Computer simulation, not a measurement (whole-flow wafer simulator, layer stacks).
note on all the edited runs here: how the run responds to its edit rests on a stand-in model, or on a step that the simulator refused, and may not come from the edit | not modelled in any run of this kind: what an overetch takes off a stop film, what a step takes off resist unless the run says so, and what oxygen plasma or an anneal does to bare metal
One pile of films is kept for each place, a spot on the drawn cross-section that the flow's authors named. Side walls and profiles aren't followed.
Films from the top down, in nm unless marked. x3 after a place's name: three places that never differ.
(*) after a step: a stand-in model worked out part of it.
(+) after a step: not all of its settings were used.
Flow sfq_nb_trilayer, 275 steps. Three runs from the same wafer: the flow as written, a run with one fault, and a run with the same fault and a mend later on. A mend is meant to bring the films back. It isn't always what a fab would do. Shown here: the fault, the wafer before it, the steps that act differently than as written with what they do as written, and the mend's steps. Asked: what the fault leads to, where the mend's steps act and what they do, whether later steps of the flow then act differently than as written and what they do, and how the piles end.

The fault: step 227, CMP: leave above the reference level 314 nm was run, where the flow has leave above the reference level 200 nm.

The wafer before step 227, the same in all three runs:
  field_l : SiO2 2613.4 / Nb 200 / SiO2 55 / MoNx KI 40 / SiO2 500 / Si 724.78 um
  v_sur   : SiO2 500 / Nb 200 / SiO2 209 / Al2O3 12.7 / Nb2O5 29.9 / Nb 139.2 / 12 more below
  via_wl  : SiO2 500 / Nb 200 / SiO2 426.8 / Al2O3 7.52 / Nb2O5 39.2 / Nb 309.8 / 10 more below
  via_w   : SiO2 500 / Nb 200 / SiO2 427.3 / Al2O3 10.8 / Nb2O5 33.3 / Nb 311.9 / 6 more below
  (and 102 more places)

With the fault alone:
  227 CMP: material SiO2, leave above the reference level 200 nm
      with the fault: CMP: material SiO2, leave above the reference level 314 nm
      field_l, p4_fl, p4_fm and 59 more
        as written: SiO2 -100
        with the fault: nothing
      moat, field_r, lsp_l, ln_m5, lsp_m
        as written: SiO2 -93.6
        with the fault: nothing
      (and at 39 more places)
  Later steps of the flow that act differently than as written (6 more steps differ only slightly, by at most 2% or 0.5 nm, whichever is larger, and aren't shown):
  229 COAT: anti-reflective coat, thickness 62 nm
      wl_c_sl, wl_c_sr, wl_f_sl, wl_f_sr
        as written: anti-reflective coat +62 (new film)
        with the fault: anti-reflective coat +63.9 (new film)
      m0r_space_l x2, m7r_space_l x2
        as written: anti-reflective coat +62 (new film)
        with the fault: anti-reflective coat +64 (new film)
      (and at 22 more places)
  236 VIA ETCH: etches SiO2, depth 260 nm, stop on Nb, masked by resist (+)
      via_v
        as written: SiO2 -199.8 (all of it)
        with the fault: SiO2 -260
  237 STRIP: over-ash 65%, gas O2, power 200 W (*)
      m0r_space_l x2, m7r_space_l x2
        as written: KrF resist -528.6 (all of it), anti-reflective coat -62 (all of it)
        with the fault: KrF resist -530.6 (all of it), anti-reflective coat -64 (all of it)
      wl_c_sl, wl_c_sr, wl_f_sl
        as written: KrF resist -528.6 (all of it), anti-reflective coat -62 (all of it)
        with the fault: KrF resist -530.4 (all of it), anti-reflective coat -63.9 (all of it)
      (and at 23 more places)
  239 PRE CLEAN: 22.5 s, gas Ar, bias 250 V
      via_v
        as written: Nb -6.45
        with the fault: SiO2 -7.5
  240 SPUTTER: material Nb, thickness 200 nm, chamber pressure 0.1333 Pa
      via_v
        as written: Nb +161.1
        with the fault: Nb +146.9 (new film)
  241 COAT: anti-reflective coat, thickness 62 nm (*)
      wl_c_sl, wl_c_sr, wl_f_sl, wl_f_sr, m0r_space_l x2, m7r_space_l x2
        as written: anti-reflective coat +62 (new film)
        with the fault: anti-reflective coat +63.8 (new film)
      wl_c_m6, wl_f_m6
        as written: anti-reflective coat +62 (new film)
        with the fault: anti-reflective coat +57.5 (new film)
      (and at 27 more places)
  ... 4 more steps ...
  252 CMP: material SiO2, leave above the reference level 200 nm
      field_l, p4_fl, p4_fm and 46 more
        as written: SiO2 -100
        with the fault: SiO2 -86
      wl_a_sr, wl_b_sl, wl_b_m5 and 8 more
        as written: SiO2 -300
        with the fault: SiO2 -286
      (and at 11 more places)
  At the end the piles differ from the flow's by more than 2% or 0.5 nm, whichever is larger, at field_l, v_sur, via_wl and 103 more.
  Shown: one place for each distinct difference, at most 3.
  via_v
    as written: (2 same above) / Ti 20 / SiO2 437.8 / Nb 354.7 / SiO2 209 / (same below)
    with the fault: (2 same above) / Ti 20 / SiO2 513.3 / Nb 146.9 / SiO2 46.3 / Nb 200 / SiO2 209 / (same below)
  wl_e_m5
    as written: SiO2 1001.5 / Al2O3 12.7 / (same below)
    with the fault: SiO2 1115.5 / Al2O3 12.7 / (same below)
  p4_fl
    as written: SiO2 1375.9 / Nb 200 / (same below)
    with the fault: SiO2 1489.9 / Nb 200 / (same below)

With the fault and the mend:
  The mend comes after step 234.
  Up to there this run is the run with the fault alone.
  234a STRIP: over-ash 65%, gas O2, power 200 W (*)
      p4_w1, p3_s2, p3_l3, p3_s3, p3_l4, p3_s4, p3_l5
        KrF resist -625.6 (all of it), anti-reflective coat -62.1 (all of it)
      wire, be, be_sur, gap, jj_sur
        KrF resist -622.2 (all of it), anti-reflective coat -61.2 (all of it)
      m0r_line_l x2, m7r_line_l x2
        KrF resist -627.5 (all of it), anti-reflective coat -62.4 (all of it)
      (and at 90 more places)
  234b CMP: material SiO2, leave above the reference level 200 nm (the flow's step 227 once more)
      field_l, p4_fl, p4_fm and 59 more
        SiO2 -100
      v_sur, via_wl, via_w and 33 more
        SiO2 -114
      moat, field_r, lsp_l, ln_m5, lsp_m
        SiO2 -93.6
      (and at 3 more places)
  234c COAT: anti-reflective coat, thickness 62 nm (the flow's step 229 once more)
      field_l, v_sur, via_wl and 103 more
        anti-reflective coat +62 (new film)
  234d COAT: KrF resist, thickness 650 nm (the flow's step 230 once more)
      field_l, v_sur, via_wl and 103 more
        KrF resist +650 (new film)
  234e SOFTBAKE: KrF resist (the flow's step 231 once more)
      changes no film at any place that is followed
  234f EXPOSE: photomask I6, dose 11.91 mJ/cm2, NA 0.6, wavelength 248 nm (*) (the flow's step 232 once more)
      changes no film at any place that is followed
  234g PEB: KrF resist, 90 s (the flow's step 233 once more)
      field_l, v_sur, via_wl and 103 more
        KrF resist -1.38
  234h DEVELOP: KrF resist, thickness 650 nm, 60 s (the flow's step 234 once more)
      field_l, v_sur, via_wl and 102 more
        KrF resist -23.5
      via_v
        KrF resist -648.6 (all of it)
  No later step of the flow acts differently than as written at any place that is followed.
  At the end the piles are the same as the flow's at every place that both follow.
